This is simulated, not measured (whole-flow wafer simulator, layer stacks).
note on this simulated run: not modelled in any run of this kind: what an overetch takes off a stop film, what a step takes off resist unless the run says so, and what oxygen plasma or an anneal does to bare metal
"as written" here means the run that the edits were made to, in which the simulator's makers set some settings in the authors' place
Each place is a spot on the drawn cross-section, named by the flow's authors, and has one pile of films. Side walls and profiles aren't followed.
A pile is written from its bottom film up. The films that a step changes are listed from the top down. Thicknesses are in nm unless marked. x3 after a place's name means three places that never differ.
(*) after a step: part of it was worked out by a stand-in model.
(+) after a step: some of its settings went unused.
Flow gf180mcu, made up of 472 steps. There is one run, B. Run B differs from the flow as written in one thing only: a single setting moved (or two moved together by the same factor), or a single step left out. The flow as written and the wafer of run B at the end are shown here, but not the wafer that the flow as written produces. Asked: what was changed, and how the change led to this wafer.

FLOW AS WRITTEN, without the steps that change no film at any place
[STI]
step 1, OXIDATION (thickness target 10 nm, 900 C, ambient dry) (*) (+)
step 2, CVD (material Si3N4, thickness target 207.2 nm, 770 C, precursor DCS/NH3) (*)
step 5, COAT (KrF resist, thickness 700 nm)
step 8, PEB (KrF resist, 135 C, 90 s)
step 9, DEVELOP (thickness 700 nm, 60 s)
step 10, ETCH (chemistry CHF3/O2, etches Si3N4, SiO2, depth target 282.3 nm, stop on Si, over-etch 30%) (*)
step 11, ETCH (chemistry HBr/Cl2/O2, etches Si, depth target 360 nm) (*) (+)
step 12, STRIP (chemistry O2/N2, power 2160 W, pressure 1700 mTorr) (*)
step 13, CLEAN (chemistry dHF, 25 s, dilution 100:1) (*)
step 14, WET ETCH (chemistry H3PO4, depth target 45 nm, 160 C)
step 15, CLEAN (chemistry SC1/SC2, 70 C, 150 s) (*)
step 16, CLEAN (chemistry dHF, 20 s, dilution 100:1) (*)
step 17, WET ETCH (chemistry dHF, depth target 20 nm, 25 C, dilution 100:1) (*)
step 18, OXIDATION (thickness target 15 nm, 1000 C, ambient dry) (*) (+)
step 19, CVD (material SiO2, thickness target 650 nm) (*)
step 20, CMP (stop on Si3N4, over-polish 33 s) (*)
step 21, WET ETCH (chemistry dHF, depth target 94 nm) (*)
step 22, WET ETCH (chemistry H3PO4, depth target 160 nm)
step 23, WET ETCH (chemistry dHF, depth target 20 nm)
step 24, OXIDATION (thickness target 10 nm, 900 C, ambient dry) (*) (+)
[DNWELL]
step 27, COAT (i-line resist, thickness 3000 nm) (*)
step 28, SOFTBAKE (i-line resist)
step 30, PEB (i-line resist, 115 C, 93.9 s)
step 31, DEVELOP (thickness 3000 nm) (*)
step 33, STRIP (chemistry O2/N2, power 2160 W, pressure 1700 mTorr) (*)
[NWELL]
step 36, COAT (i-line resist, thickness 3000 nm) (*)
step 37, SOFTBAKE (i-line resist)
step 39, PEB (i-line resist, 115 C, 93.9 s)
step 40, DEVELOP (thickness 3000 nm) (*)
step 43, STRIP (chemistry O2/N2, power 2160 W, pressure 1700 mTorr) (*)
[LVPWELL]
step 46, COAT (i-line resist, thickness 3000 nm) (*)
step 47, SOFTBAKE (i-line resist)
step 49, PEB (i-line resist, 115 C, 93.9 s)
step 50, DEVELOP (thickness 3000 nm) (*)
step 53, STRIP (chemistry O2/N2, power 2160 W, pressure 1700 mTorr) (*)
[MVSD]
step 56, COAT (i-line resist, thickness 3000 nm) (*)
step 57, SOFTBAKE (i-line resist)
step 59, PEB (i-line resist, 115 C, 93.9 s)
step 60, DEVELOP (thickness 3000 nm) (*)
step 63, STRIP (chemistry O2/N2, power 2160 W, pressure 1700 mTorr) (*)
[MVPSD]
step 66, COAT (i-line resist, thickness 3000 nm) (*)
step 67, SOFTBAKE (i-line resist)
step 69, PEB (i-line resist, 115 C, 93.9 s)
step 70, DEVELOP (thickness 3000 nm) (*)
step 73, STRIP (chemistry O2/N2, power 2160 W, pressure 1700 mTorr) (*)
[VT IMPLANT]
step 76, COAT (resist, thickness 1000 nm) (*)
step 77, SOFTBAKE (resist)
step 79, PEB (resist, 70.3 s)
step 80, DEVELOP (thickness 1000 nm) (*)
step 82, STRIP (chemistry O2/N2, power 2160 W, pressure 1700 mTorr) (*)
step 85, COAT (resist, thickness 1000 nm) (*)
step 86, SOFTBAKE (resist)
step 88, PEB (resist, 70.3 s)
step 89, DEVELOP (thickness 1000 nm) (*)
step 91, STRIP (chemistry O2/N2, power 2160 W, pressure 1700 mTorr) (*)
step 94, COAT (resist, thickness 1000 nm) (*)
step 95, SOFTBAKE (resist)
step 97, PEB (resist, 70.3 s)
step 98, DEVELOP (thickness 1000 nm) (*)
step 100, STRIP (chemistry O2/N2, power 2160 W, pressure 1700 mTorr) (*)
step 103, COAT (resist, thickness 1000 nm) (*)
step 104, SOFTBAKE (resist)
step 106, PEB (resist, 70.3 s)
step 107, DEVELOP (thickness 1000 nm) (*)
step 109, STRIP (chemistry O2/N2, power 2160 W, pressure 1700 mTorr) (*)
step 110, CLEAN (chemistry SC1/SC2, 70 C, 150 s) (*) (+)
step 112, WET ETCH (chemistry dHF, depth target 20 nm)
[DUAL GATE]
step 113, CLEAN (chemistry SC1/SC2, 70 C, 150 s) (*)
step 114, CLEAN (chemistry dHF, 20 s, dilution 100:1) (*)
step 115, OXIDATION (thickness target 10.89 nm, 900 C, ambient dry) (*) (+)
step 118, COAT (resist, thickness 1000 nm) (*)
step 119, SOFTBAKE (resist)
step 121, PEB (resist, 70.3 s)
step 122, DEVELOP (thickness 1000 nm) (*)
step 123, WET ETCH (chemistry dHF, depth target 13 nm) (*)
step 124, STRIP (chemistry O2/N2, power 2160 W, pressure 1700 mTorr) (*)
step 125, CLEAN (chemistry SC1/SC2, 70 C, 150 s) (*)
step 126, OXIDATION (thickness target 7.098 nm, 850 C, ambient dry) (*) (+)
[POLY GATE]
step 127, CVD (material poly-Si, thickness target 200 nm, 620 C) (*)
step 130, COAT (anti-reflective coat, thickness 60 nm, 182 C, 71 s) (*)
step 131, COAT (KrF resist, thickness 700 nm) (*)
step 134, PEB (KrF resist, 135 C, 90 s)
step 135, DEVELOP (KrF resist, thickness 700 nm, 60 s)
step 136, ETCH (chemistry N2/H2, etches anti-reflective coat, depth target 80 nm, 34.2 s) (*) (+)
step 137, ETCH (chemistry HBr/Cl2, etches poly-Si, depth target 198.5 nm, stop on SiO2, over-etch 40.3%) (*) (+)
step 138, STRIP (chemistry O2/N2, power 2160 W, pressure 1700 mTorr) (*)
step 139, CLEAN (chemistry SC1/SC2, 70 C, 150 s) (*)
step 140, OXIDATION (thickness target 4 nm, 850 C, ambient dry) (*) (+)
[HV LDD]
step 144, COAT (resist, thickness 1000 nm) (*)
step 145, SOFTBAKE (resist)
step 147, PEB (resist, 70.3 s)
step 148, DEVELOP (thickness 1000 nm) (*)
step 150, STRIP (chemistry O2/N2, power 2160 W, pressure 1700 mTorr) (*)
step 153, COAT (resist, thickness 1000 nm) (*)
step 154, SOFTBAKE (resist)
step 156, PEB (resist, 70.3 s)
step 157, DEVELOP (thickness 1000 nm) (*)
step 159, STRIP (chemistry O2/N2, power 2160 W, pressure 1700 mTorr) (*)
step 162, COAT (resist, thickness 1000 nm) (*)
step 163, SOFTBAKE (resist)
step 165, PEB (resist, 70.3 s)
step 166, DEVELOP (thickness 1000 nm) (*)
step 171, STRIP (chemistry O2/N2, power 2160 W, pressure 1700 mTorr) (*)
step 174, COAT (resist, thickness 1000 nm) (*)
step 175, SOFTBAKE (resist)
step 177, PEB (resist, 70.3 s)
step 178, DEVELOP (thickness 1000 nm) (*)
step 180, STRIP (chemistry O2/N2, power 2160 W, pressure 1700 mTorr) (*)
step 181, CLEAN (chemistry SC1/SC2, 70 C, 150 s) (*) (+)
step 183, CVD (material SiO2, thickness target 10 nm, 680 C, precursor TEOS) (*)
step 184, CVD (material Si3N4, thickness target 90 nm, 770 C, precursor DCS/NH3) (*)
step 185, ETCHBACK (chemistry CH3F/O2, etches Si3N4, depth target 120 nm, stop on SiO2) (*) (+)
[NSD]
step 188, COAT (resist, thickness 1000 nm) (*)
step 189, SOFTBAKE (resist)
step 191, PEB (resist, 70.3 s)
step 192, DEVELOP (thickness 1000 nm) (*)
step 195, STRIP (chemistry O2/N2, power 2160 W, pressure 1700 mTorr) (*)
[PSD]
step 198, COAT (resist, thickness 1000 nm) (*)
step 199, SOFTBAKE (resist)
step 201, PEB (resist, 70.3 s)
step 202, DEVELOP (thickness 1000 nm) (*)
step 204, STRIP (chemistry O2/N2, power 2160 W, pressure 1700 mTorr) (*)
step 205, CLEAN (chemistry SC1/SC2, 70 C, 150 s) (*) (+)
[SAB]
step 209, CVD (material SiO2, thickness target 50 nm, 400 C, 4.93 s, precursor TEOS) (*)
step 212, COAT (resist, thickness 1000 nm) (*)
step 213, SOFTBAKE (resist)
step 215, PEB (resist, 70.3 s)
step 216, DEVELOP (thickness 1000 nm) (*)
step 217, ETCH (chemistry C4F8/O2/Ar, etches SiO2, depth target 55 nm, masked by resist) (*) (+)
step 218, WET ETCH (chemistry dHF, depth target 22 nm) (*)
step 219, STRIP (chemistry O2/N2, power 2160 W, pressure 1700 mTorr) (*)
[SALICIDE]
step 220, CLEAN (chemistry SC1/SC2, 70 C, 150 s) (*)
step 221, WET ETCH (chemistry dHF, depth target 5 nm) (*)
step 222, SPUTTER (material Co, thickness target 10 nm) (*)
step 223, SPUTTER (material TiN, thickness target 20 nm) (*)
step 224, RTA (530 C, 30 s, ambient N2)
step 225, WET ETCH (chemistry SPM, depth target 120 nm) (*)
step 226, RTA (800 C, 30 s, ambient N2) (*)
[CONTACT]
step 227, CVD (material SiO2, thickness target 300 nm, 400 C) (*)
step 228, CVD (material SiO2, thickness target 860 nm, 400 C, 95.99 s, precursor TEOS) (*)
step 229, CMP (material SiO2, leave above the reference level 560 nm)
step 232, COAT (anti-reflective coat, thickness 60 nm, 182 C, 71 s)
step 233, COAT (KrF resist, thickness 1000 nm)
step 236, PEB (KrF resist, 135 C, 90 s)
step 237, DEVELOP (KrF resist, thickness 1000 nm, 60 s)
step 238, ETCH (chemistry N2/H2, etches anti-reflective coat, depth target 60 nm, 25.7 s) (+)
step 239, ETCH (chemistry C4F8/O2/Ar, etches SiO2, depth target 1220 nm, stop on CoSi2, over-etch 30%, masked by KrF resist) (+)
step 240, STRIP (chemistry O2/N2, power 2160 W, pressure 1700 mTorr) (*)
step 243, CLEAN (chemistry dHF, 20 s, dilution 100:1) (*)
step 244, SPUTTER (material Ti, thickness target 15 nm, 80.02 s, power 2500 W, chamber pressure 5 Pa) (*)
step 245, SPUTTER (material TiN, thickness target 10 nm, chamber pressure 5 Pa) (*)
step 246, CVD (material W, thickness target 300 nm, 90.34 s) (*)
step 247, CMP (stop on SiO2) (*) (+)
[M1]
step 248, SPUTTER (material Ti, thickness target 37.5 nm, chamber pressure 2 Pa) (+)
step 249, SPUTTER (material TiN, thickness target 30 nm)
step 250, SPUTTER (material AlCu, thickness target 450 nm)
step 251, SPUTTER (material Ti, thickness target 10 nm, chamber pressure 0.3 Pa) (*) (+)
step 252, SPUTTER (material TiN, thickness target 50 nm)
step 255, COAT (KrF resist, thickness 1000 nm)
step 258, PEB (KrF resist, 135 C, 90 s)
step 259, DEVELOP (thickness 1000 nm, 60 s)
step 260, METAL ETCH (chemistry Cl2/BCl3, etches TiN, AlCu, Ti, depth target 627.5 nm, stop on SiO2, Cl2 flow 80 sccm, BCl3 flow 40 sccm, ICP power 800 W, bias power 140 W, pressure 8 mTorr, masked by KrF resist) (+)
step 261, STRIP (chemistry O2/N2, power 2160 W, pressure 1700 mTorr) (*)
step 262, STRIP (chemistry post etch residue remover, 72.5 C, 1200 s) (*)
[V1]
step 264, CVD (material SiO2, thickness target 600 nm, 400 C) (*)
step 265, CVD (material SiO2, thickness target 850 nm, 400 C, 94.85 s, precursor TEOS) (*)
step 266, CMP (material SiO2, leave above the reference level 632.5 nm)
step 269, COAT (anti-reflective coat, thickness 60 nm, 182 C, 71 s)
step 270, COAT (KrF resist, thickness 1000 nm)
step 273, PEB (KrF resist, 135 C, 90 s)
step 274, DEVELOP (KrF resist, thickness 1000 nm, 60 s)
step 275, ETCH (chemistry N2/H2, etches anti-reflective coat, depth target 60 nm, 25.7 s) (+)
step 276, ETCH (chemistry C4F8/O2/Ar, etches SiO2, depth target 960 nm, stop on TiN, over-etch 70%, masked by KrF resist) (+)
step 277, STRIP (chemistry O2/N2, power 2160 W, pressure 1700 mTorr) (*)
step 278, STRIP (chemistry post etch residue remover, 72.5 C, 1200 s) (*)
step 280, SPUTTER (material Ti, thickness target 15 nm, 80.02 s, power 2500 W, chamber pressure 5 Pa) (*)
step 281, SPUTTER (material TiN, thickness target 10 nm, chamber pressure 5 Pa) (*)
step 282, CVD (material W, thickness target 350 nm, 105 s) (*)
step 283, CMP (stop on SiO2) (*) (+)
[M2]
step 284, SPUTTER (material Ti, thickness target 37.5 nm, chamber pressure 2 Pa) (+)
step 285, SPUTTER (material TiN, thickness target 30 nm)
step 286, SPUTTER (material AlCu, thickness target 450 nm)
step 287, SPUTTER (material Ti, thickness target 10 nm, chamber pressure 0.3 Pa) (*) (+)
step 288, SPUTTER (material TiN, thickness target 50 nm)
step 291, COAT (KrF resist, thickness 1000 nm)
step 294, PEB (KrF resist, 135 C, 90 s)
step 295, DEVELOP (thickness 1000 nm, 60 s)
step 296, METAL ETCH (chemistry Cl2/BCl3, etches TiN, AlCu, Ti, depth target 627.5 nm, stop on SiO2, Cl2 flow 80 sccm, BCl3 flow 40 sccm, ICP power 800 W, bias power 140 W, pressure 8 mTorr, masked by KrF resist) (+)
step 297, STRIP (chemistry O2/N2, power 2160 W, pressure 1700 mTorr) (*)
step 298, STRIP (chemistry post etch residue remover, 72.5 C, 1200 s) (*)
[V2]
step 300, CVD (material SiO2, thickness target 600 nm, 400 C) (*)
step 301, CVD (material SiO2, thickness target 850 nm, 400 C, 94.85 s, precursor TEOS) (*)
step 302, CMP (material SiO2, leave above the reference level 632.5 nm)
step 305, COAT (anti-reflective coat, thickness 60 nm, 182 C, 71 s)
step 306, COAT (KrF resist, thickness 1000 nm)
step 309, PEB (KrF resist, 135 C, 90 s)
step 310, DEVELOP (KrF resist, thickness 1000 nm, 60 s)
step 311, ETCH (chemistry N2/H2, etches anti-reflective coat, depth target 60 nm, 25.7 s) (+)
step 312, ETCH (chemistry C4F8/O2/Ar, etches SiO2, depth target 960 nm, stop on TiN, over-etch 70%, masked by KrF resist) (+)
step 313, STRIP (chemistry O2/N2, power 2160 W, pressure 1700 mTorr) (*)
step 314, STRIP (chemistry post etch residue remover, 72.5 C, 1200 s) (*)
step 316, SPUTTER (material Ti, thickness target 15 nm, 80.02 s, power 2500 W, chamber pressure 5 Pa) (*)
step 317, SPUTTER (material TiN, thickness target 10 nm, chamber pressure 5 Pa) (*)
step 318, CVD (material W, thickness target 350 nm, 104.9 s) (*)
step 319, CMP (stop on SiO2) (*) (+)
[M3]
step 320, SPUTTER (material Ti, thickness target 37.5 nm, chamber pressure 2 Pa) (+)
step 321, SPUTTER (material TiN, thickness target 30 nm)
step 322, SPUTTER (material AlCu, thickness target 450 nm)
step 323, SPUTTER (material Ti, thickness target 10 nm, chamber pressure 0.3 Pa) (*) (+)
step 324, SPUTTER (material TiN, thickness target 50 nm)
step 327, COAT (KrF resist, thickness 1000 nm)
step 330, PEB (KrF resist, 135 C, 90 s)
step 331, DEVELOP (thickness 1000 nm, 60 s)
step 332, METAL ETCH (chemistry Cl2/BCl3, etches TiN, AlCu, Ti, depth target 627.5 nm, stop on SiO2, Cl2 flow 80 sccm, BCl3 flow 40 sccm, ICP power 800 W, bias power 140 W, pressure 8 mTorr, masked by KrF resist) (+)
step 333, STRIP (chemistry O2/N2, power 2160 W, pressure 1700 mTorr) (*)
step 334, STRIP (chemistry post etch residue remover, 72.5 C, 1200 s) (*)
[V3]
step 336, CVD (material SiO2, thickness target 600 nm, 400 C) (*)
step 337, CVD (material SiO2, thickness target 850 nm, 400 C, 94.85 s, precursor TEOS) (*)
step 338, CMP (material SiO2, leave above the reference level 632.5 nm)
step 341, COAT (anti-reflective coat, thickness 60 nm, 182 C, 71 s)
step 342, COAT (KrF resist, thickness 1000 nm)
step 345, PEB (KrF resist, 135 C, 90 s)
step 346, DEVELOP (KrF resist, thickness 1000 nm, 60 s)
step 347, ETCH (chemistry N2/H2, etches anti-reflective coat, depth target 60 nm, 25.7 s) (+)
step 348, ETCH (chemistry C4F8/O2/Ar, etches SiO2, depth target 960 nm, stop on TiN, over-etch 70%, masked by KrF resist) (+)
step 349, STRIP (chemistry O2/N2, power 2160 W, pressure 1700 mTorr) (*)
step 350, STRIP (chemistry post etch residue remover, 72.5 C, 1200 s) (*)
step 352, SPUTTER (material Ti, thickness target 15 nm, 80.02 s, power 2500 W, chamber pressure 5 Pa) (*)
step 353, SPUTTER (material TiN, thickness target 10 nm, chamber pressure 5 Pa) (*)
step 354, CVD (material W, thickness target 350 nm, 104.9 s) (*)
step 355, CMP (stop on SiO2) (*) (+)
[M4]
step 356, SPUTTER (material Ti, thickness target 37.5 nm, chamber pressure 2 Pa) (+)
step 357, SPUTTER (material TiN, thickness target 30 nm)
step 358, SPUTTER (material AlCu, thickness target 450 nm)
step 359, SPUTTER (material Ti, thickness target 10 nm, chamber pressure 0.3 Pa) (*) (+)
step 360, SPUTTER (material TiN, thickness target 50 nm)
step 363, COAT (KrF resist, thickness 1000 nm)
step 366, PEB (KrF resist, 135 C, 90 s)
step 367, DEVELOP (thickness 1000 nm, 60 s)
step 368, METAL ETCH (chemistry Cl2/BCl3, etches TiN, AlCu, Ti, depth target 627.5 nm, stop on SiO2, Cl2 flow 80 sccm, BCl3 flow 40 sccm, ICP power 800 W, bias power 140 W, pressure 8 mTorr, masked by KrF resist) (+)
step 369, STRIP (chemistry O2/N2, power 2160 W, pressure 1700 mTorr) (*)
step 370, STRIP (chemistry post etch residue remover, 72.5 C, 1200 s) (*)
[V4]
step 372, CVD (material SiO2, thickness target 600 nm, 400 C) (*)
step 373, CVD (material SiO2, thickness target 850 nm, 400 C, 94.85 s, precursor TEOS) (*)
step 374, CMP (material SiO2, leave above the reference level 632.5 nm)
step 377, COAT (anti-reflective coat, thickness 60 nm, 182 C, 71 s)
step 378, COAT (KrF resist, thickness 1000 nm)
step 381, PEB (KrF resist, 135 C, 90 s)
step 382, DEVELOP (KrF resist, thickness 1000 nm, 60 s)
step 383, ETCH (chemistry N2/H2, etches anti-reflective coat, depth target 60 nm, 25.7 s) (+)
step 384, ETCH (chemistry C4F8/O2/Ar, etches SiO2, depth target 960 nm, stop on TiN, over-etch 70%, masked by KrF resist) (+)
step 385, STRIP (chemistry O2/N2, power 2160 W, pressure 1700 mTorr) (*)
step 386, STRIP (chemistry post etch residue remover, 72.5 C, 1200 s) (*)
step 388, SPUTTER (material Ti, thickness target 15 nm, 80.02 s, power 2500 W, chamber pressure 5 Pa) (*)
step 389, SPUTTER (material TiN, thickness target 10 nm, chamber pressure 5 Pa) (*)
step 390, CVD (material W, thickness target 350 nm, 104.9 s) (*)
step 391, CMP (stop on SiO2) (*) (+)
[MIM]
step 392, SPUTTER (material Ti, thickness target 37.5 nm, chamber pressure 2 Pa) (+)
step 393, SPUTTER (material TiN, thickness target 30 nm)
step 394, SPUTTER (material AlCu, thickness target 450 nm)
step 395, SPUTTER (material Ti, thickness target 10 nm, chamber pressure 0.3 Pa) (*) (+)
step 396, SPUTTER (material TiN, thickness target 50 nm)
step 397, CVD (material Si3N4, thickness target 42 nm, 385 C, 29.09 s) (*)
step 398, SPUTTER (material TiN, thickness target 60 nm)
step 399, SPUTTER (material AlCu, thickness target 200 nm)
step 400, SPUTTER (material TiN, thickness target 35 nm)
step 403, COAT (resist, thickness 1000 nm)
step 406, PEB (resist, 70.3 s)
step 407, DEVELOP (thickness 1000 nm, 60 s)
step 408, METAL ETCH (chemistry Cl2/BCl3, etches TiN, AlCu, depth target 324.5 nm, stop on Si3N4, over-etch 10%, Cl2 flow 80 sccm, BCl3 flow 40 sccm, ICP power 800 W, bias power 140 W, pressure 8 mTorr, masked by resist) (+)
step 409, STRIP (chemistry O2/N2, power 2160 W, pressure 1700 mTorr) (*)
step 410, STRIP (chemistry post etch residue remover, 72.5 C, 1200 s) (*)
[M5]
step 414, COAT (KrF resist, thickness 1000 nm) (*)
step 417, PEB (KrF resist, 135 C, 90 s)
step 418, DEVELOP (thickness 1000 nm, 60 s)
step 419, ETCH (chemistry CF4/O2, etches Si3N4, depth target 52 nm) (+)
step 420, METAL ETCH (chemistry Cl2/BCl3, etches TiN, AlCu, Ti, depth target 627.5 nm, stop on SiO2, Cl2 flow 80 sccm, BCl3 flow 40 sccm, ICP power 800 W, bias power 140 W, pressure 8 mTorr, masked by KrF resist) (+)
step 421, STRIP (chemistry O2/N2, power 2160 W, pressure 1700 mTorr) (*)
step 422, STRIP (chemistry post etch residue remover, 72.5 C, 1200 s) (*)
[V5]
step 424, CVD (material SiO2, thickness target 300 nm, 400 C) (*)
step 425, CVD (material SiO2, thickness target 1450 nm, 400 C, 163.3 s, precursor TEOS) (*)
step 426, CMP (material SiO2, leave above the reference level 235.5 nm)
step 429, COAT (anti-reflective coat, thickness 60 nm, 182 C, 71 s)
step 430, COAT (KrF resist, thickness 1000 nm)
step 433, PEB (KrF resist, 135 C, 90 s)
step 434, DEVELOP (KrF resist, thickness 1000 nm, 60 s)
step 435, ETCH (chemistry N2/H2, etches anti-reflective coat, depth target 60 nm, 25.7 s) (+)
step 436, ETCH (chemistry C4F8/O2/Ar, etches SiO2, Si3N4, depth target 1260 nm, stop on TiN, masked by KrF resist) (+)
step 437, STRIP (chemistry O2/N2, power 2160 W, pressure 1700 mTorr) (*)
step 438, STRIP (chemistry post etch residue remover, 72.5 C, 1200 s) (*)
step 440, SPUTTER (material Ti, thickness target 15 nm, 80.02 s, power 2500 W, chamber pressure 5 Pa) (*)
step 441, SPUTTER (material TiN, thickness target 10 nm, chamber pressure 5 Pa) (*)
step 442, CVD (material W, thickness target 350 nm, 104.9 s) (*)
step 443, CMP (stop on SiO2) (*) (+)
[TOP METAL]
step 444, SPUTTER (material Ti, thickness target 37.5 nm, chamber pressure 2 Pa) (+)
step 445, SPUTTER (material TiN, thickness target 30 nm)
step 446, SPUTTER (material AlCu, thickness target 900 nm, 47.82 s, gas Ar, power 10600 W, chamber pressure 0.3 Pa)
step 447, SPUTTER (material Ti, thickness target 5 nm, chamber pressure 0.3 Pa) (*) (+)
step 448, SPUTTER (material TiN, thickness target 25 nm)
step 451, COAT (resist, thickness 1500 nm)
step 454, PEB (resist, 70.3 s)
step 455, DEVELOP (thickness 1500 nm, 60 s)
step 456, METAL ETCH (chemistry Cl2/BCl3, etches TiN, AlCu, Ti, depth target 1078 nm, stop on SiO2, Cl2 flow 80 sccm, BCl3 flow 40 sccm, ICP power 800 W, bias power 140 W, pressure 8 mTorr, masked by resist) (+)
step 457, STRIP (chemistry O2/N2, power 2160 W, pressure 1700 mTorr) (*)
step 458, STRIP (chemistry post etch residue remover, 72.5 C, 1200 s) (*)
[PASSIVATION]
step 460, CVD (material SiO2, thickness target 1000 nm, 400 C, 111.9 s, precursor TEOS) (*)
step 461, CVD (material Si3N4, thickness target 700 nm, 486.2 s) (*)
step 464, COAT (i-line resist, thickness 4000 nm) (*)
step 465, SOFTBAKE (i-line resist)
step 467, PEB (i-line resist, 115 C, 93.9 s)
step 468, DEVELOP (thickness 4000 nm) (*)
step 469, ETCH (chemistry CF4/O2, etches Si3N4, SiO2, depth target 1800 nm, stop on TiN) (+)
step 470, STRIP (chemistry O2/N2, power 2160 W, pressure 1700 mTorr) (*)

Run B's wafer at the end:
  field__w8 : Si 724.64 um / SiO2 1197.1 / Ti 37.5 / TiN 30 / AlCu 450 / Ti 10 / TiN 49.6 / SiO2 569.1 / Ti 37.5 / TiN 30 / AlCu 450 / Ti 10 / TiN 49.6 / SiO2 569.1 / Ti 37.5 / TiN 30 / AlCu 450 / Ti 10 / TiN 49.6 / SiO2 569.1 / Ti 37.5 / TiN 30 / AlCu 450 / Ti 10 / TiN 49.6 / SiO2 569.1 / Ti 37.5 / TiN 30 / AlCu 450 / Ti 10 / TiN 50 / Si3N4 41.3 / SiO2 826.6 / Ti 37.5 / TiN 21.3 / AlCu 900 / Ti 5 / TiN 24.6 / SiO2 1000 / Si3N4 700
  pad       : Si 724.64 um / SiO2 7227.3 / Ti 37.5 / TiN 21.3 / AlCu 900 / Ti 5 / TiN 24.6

What caused this: step 445, SPUTTER: thickness target 21.3 nm was run, whereas the flow has thickness target 30 nm.
The wafer itself shows it: field__w8 has TiN 21.3, and step 445 as written asks for 30 nm.

The path from the change to this, step by step:
  step 445, SPUTTER (material TiN, thickness target 30 nm)
      field, field__w1, field__w2 and 109 more: TiN gains 21.3 (new film) (as written it would have been: TiN gains 30 (new film))
  step 456, METAL ETCH (chemistry Cl2/BCl3, etches TiN, AlCu, Ti, depth target 1078 nm, stop on SiO2, Cl2 flow 80 sccm, BCl3 flow 40 sccm, ICP power 800 W, bias power 140 W, pressure 8 mTorr, masked by resist) (+)
      field, field__w1, field__w2 and 103 more: TiN loses 25 (all of it), Ti loses 5 (all of it), AlCu loses 900 (all of it), TiN loses 21.3 (all of it), Ti loses 37.5 (all of it) (as written it would have been: TiN loses 25 (all of it), Ti loses 5 (all of it), AlCu loses 900 (all of it), TiN loses 30 (all of it), Ti loses 37.5 (all of it))
